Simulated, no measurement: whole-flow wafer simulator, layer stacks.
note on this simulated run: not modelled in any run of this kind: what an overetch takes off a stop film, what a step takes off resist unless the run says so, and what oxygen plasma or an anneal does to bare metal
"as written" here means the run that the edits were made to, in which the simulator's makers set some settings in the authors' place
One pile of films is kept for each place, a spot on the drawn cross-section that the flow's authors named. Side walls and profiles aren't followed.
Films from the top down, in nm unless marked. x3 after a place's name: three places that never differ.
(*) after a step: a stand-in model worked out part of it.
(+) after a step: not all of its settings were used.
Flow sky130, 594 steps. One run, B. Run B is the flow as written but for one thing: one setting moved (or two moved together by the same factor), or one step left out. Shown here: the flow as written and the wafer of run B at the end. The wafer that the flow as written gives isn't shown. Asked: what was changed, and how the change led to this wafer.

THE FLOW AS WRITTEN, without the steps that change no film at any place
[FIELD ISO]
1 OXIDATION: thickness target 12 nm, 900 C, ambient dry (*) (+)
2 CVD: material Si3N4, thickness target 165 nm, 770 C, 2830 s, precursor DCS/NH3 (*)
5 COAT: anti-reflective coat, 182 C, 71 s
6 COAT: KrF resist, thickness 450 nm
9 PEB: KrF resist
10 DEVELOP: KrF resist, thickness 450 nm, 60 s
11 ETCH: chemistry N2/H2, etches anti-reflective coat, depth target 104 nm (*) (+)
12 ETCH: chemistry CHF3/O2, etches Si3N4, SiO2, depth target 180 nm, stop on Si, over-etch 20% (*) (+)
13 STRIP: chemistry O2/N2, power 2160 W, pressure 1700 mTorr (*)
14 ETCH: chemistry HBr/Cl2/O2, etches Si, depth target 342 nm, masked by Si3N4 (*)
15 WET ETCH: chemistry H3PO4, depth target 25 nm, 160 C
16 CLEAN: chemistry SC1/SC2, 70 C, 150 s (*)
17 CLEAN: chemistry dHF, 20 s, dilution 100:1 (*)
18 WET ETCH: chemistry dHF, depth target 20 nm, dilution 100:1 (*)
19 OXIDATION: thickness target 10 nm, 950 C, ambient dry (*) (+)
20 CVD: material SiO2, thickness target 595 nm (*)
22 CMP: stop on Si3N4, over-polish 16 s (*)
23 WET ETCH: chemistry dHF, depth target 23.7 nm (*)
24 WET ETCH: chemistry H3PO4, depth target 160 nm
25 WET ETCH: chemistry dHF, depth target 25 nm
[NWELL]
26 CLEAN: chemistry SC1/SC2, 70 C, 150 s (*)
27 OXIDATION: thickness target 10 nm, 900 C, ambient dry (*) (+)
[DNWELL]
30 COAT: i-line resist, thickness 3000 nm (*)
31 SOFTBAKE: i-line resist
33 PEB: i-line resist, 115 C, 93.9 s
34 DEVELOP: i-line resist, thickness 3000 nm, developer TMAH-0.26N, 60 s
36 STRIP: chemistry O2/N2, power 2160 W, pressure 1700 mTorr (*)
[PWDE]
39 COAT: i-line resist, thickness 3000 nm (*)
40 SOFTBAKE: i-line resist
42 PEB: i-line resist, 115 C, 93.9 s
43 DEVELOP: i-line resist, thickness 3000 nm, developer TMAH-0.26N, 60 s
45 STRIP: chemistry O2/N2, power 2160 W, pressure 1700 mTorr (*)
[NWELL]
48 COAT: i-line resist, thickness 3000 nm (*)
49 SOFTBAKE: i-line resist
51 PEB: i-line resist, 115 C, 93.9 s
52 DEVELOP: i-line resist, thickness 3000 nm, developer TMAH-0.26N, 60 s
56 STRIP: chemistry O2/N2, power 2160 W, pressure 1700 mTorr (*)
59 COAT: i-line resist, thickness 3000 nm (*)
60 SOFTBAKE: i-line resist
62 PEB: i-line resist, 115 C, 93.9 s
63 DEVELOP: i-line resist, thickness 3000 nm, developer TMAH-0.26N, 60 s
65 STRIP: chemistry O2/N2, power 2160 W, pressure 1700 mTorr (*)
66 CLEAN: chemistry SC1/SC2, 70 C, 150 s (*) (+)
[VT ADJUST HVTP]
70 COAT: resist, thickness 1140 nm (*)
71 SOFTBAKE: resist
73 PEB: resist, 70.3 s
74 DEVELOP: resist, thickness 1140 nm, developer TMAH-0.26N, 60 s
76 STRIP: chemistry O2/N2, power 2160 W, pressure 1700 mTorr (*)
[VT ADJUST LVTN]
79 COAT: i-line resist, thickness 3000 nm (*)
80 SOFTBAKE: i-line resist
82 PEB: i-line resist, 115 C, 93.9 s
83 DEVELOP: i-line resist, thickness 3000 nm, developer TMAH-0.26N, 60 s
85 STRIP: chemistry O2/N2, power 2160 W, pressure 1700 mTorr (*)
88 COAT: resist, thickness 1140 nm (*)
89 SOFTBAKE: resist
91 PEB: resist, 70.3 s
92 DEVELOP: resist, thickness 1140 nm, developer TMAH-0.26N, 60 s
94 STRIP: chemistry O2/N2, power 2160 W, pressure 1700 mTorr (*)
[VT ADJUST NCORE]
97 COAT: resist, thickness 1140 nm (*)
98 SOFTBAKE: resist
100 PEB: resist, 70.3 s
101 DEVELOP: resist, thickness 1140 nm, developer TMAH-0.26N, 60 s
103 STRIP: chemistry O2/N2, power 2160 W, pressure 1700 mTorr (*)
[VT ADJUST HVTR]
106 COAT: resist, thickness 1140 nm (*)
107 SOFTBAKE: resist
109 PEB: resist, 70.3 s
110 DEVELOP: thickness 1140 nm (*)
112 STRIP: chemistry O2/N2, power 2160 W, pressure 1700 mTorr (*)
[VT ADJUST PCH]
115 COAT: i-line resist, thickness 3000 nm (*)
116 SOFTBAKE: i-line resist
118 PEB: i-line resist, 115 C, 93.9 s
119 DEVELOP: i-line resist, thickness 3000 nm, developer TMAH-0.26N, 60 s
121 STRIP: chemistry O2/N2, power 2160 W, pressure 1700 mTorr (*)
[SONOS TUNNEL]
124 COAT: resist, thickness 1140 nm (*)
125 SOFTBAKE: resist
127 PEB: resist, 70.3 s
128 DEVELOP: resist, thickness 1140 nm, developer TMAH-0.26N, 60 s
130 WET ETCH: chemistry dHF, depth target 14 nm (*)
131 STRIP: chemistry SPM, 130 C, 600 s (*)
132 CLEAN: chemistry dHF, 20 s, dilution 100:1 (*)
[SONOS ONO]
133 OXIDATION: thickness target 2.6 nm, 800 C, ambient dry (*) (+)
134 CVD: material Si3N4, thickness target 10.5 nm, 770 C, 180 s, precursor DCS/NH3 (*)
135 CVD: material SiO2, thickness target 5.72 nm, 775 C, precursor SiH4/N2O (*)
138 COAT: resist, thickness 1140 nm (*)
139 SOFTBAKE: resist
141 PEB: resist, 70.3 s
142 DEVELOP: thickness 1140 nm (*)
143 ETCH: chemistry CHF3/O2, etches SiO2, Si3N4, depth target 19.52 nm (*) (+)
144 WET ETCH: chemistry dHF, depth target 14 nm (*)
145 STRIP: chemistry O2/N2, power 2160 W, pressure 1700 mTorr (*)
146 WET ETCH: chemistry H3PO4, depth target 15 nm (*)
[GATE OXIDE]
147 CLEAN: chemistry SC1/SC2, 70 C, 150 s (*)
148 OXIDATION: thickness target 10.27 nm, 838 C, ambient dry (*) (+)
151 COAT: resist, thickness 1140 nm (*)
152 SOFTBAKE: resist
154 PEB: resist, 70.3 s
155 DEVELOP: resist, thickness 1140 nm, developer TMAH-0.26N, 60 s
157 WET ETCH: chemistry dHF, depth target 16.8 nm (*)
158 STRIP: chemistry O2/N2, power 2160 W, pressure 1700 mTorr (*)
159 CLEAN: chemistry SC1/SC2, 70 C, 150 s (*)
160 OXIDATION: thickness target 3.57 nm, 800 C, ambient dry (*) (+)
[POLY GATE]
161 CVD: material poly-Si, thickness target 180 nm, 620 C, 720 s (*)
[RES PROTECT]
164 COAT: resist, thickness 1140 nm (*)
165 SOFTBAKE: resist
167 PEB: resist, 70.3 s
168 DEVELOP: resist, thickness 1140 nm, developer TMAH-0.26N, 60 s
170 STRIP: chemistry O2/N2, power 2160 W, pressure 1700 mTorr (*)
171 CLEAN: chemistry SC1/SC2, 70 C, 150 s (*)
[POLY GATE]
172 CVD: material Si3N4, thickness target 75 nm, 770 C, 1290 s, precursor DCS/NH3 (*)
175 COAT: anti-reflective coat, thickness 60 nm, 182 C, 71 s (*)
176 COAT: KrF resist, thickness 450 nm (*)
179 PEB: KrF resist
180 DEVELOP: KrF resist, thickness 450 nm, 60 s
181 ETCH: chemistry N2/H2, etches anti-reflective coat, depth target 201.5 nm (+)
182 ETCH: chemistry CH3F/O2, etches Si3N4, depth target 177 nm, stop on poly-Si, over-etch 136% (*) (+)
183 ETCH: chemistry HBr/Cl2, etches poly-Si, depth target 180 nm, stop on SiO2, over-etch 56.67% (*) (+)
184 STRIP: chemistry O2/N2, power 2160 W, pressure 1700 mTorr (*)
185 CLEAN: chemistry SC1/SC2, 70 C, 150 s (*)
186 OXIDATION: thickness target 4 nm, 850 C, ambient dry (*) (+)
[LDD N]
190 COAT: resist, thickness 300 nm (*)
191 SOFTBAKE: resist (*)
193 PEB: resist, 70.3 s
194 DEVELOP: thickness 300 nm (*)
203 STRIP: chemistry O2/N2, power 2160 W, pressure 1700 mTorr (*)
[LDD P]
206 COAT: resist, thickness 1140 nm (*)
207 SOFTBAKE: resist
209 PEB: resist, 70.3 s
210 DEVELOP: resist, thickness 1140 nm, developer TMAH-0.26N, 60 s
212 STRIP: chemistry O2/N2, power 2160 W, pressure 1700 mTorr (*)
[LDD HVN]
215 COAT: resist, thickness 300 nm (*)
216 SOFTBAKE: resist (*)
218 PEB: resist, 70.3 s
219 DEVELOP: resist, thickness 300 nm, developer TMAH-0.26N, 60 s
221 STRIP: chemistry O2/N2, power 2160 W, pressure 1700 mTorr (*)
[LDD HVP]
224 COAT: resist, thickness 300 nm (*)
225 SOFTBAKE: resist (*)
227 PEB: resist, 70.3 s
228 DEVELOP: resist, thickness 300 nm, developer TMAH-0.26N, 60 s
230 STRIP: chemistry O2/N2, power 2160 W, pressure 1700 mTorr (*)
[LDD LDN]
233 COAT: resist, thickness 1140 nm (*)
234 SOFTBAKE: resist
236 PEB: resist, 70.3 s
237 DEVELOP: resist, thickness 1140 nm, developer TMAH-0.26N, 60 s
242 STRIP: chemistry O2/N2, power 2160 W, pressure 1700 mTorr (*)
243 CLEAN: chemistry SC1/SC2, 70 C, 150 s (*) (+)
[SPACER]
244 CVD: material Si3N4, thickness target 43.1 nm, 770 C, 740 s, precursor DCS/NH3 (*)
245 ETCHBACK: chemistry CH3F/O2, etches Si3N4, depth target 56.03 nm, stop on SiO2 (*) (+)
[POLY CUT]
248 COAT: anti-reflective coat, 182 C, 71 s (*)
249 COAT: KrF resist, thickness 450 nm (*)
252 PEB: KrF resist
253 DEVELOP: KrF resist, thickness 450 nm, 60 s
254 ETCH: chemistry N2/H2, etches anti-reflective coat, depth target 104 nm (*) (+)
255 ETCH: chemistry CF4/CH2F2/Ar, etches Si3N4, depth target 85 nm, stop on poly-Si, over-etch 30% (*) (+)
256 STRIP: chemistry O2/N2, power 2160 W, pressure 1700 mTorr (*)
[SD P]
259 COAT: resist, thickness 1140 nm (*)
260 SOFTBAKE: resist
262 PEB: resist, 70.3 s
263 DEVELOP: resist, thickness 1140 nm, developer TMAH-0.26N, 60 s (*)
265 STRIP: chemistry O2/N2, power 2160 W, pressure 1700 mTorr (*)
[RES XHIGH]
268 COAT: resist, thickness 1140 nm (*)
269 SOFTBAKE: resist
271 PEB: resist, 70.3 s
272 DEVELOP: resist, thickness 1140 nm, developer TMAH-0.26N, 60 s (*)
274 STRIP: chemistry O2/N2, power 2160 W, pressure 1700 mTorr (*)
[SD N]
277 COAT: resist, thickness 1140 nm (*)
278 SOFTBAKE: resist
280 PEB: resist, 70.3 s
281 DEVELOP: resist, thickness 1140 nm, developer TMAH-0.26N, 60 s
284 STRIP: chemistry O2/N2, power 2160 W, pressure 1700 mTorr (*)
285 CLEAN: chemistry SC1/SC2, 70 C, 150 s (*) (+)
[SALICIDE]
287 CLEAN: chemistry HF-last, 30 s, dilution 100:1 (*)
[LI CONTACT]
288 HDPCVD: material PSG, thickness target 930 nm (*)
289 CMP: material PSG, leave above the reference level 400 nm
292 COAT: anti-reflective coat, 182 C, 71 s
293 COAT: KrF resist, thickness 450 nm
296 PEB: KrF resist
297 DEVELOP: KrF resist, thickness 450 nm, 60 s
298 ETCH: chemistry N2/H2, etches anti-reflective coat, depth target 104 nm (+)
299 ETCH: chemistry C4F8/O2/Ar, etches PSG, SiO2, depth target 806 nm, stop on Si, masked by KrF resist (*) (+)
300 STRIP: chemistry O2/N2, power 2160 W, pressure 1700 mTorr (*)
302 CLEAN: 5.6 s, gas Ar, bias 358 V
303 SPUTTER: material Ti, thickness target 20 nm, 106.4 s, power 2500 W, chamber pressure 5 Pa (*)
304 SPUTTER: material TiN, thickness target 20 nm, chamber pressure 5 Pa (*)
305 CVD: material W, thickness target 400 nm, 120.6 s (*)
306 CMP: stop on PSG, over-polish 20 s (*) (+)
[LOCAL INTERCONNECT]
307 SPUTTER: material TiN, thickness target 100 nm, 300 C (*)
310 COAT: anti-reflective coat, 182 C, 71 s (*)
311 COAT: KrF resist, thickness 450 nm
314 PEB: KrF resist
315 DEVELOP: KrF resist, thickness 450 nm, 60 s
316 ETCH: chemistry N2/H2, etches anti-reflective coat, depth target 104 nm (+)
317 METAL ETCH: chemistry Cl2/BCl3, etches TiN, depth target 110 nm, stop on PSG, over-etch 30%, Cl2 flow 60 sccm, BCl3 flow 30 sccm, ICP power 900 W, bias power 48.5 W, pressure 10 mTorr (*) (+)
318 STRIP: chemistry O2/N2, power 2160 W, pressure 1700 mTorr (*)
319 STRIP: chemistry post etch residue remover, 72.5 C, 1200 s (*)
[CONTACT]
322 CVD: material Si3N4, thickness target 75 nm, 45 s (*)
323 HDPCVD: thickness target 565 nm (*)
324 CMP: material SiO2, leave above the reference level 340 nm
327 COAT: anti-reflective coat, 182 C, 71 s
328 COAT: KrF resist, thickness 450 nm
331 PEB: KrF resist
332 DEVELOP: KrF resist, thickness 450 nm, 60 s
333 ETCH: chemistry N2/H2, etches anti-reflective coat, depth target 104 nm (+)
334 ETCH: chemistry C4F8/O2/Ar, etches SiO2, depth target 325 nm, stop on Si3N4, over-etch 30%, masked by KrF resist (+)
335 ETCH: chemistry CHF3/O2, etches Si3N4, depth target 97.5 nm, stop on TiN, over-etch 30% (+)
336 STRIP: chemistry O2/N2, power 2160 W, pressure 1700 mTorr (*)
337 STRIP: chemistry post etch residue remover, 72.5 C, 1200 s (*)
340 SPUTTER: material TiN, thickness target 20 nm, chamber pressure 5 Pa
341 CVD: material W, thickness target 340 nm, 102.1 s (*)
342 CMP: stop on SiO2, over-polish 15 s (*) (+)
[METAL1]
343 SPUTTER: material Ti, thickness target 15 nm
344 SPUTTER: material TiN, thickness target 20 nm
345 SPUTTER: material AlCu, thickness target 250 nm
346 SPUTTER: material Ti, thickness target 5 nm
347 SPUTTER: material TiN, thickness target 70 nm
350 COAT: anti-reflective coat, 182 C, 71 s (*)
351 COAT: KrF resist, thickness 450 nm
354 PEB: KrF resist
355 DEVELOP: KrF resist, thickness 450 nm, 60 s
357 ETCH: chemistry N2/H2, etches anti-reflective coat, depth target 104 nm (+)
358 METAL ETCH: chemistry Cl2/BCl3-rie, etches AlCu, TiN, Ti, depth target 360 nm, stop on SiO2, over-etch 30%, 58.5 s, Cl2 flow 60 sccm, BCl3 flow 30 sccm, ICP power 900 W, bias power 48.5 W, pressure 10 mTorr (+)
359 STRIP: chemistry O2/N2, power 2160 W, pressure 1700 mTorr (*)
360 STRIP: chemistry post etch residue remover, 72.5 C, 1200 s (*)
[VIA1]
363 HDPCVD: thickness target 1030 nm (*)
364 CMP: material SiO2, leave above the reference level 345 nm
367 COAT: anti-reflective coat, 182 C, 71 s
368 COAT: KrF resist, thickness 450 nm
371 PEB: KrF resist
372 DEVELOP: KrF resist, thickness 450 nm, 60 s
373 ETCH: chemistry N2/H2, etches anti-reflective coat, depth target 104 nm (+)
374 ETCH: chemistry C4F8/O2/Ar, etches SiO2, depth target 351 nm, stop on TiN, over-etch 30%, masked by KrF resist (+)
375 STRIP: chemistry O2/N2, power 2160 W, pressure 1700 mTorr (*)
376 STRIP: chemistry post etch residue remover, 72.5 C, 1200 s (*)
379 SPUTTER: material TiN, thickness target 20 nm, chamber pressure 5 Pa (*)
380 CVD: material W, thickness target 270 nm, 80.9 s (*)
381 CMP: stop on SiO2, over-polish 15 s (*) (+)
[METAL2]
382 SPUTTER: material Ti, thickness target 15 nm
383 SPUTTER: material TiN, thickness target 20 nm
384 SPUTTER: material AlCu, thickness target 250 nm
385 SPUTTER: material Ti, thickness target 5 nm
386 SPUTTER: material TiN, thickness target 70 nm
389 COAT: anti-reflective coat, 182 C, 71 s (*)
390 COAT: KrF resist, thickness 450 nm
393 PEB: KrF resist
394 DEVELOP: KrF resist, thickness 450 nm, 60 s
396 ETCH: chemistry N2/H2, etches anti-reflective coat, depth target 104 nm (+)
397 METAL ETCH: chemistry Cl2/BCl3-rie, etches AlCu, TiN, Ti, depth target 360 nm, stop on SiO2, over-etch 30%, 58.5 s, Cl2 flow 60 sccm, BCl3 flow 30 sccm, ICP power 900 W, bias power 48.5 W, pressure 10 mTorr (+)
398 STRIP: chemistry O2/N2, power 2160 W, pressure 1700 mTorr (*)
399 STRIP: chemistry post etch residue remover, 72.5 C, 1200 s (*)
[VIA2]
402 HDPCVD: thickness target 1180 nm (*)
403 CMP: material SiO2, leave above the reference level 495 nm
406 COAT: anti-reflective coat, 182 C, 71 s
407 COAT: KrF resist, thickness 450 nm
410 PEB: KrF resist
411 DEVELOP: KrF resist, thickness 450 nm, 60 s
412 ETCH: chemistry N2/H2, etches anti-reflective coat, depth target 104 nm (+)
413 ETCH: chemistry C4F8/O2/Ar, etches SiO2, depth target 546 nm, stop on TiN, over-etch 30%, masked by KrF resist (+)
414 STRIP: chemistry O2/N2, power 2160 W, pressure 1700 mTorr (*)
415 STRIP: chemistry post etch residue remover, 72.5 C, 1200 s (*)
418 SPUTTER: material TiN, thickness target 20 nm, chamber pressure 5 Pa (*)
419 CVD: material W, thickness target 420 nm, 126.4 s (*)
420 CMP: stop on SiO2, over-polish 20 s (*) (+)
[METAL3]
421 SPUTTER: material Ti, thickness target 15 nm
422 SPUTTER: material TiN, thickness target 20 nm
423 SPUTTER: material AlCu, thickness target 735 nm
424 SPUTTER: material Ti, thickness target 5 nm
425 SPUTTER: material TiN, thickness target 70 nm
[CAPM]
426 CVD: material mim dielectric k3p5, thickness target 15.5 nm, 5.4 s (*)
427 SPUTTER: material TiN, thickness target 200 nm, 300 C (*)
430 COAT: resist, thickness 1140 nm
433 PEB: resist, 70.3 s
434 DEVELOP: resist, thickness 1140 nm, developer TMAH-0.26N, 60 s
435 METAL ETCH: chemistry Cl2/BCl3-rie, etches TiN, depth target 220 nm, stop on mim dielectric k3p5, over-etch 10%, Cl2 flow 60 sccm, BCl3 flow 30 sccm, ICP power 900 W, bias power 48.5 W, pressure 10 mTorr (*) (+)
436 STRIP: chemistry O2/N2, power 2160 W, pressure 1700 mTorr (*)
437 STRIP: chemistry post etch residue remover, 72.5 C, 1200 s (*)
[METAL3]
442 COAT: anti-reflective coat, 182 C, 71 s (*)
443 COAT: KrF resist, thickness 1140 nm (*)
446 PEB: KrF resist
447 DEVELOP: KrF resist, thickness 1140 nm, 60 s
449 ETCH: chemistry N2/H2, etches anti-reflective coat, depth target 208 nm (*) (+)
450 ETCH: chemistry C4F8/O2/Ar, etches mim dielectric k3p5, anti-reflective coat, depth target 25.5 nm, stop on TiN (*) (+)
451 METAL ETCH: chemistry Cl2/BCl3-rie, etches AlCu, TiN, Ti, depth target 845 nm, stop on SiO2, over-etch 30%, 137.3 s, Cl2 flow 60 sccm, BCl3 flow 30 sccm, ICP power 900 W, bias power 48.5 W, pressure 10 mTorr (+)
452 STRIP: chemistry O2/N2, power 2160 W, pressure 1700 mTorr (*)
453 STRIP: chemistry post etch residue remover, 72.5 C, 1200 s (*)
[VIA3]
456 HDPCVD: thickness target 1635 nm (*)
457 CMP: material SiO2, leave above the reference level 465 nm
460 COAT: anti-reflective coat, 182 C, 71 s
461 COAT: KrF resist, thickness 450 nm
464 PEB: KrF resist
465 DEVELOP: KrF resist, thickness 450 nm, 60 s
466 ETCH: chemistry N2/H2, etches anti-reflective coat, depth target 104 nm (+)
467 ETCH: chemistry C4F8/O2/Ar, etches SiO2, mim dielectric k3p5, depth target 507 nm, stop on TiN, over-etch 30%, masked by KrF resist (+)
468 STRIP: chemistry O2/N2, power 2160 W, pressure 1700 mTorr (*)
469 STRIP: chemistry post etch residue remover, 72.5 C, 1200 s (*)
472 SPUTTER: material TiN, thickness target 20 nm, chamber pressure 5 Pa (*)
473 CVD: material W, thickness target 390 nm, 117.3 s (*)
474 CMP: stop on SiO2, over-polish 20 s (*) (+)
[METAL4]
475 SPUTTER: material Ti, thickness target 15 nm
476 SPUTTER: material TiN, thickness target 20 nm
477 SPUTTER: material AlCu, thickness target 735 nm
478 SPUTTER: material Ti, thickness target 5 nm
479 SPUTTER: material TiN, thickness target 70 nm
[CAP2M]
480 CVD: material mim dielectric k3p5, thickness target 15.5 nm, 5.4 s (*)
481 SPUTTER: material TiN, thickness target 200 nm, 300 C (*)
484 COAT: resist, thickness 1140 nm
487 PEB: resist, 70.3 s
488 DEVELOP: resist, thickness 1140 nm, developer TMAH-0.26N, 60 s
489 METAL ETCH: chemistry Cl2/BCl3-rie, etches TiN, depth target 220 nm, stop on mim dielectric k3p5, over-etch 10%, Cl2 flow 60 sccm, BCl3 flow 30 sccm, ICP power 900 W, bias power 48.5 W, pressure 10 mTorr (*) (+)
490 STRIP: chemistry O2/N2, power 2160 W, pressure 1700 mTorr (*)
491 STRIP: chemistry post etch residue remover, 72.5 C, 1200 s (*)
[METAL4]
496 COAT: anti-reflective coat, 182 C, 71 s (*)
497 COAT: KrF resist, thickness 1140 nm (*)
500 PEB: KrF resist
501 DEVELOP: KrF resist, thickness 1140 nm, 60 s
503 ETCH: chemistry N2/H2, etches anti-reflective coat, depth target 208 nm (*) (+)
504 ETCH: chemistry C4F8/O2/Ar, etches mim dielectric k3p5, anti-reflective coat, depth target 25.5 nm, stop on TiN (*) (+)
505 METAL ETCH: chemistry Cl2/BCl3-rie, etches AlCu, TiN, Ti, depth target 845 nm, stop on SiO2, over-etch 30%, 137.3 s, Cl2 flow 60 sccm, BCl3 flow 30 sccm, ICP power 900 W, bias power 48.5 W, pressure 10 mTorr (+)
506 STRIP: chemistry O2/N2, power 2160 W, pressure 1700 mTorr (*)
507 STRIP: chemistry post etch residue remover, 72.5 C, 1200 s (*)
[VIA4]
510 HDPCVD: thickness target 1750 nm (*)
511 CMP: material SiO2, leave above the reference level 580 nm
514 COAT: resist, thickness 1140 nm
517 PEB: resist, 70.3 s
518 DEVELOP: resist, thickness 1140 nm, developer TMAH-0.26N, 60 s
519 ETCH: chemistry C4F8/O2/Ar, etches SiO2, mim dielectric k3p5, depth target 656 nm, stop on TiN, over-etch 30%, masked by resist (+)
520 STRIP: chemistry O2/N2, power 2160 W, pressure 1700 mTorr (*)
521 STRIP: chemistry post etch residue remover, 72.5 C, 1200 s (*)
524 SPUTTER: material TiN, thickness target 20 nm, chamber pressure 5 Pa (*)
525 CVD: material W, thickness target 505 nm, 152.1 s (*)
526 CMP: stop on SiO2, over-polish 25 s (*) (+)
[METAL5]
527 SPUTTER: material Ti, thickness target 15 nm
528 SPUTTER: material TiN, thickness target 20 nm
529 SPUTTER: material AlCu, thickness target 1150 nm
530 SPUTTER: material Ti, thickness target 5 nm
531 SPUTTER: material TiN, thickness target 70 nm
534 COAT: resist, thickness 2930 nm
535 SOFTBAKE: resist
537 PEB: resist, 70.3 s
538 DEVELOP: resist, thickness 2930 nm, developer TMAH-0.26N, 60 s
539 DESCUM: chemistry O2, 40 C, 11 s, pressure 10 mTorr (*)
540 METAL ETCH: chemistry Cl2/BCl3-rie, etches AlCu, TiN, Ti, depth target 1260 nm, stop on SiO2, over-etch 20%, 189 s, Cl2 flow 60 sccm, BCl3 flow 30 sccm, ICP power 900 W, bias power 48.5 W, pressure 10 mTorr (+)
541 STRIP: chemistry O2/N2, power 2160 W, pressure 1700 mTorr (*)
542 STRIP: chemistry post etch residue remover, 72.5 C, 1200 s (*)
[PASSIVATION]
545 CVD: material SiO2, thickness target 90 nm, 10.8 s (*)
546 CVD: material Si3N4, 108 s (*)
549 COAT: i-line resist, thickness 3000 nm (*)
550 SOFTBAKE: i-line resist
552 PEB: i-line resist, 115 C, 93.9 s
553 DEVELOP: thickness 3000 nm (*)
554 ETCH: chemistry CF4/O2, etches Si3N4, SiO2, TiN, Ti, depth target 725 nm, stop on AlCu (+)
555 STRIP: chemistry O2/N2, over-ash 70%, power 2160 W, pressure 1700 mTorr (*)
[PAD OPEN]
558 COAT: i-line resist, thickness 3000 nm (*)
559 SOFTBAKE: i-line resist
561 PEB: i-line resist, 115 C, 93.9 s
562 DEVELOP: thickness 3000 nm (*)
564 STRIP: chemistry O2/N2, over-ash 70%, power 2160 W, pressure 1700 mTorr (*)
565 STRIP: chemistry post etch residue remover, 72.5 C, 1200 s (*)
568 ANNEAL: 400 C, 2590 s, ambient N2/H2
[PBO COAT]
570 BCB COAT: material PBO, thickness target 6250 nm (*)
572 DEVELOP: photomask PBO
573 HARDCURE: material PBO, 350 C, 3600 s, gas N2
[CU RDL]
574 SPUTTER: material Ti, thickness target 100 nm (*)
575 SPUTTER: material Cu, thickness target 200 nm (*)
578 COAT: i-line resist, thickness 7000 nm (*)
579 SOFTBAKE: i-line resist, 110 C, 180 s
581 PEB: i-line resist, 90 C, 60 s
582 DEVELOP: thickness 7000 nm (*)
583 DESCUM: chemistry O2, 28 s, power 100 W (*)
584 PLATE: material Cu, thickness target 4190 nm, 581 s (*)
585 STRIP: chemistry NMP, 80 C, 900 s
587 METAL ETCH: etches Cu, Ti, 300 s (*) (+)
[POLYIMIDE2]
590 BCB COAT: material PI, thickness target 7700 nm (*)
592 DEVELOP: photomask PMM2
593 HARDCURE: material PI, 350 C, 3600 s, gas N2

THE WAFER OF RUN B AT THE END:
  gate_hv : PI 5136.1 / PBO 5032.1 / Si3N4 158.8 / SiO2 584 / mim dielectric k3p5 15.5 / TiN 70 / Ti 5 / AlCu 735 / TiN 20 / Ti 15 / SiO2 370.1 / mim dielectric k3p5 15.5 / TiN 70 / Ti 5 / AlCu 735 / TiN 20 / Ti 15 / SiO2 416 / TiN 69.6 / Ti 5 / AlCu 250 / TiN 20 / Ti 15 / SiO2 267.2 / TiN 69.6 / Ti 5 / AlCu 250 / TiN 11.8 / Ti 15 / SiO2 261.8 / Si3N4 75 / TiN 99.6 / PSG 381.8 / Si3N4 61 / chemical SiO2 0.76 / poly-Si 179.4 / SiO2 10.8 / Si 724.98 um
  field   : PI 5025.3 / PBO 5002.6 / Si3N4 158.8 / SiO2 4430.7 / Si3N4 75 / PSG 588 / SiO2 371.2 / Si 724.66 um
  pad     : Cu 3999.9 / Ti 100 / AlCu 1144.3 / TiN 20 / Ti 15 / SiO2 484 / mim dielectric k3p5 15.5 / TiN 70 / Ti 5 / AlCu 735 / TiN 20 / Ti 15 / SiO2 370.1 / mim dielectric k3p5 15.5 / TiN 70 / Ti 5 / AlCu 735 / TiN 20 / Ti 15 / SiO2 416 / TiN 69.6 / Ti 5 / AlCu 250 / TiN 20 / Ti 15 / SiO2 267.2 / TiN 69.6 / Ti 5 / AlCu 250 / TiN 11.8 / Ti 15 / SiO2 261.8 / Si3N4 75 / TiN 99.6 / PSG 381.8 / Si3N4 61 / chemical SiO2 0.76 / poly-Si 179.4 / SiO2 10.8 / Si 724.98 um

The cause: step 344, SPUTTER: thickness target 11.8 nm was run, where the flow has thickness target 20 nm.
It can be read off the wafer: gate_hv has TiN 11.8, and step 344 as written asks for 20 nm.

How the change led to this, step by step:
  344 SPUTTER: material TiN, thickness target 20 nm
      field, active, n_well and 188 more: TiN +11.8 (new film) (as written it would be: TiN +20 (new film))
  358 METAL ETCH: chemistry Cl2/BCl3-rie, etches AlCu, TiN, Ti, depth target 360 nm, stop on SiO2, over-etch 30%, 58.5 s, Cl2 flow 60 sccm, BCl3 flow 30 sccm, ICP power 900 W, bias power 48.5 W, pressure 10 mTorr (+)
      field, active, gate and 81 more: TiN -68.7 (all of it), Ti -5 (all of it), AlCu -250 (all of it), TiN -11.8 (all of it), Ti -15 (all of it), SiO2 -11.8 (as written it would be: TiN -68.7 (all of it), Ti -5 (all of it), AlCu -250 (all of it), TiN -20 (all of it), Ti -15 (all of it), SiO2 -10.9)
